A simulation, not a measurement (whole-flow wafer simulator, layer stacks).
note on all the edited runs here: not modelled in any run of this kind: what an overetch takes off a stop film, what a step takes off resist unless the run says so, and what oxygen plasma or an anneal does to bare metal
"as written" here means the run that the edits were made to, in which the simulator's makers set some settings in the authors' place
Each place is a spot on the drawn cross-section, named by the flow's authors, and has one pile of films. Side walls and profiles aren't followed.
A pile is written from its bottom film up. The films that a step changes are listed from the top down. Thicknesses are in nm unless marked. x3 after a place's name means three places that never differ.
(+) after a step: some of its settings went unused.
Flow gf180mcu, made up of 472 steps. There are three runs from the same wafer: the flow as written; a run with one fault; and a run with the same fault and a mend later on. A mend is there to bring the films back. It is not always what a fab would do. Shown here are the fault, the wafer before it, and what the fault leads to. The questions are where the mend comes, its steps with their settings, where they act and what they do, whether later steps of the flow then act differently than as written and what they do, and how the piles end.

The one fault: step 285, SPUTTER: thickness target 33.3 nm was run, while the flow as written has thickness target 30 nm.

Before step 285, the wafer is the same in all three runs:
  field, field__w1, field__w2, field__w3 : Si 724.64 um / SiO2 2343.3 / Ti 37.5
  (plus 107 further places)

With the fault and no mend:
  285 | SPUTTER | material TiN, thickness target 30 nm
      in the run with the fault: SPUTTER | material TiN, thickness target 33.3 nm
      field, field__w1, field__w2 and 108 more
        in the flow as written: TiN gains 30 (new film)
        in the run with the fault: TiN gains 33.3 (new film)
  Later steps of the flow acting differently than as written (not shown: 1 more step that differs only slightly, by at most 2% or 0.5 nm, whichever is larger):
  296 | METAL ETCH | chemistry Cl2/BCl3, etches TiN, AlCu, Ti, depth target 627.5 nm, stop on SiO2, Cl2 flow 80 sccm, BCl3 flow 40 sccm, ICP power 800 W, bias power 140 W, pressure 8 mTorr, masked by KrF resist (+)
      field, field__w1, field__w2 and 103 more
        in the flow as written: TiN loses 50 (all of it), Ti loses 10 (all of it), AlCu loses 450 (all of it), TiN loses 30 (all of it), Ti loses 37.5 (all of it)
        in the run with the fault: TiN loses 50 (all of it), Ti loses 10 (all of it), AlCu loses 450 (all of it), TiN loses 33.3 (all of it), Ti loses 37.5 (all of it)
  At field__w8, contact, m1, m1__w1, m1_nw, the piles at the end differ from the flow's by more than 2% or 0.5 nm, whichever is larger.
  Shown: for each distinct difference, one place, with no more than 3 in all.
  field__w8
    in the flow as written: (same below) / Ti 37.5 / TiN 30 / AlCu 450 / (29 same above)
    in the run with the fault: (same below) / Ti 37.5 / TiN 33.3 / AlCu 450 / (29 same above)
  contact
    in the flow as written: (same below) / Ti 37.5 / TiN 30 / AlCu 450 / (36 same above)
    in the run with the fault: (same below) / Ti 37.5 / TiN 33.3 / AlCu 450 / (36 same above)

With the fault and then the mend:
  After step 285 comes the mend.
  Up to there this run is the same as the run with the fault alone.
  285a | METAL ETCH | chemistry Cl2/BCl3, etches TiN, AlCu, Ti, depth target 3.3 nm, Cl2 flow 80 sccm, BCl3 flow 40 sccm, ICP power 800 W, bias power 140 W, pressure 8 mTorr (the flow's step 260, run once more with other settings)
      field, field__w1, field__w2 and 108 more
        TiN loses 3.3
  None of the later steps of the flow acts differently than as written at any place that is followed.
  The piles end the same as the flow's at every place that both follow.
